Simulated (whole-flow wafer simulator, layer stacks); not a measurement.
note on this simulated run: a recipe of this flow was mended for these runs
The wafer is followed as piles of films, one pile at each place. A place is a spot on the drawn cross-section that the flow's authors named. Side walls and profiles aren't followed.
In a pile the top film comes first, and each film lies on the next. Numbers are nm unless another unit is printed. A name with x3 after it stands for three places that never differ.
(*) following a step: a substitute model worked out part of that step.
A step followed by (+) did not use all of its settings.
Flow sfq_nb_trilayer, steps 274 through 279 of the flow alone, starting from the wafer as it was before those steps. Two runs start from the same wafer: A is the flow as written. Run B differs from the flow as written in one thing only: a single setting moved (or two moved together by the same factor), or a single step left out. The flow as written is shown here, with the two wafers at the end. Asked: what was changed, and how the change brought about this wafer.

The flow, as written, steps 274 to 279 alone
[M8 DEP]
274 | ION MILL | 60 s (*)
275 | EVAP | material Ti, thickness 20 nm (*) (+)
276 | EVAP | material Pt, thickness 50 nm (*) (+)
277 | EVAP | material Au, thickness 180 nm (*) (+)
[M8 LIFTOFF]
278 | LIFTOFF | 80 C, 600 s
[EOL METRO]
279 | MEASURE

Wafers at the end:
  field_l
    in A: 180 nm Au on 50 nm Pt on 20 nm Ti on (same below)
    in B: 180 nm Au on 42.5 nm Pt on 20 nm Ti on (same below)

The reason: step 276, EVAP: thickness 42.5 nm was run, whereas the flow has thickness 50 nm.
The wafer lets one read it off: field_l has Pt 42.5, and step 276 as written asks for 50 nm.

The path from the change to this, step by step:
  276 | EVAP | material Pt, thickness 50 nm (*) (+)
      field_l, v_sur x3, via_wl x2 and 100 more: A Pt gains 50 (new film) | B Pt gains 42.5 (new film)
  278 | LIFTOFF | 80 C, 600 s
      p4_fl x5, p4_w1 x9, p3_s0 x11 and 49 more: A Au loses 180 (all of it), Pt loses 50 (all of it), Ti loses 20 (all of it), KrF-resist-other-grade loses 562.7 (all of it), lift-off-underlayer loses 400 (all of it) | B Au loses 180 (all of it), Pt loses 42.5 (all of it), Ti loses 20 (all of it), KrF-resist-other-grade loses 562.7 (all of it), lift-off-underlayer loses 400 (all of it)
      r_sur, res, r_end: A Au loses 180 (all of it), Pt loses 50 (all of it), Ti loses 20 (all of it), KrF-resist-other-grade loses 559.9 (all of it), lift-off-underlayer loses 399.5 (all of it) | B Au loses 180 (all of it), Pt loses 42.5 (all of it), Ti loses 20 (all of it), KrF-resist-other-grade loses 559.9 (all of it), lift-off-underlayer loses 399.5 (all of it)
      (and at 18 other places as well)
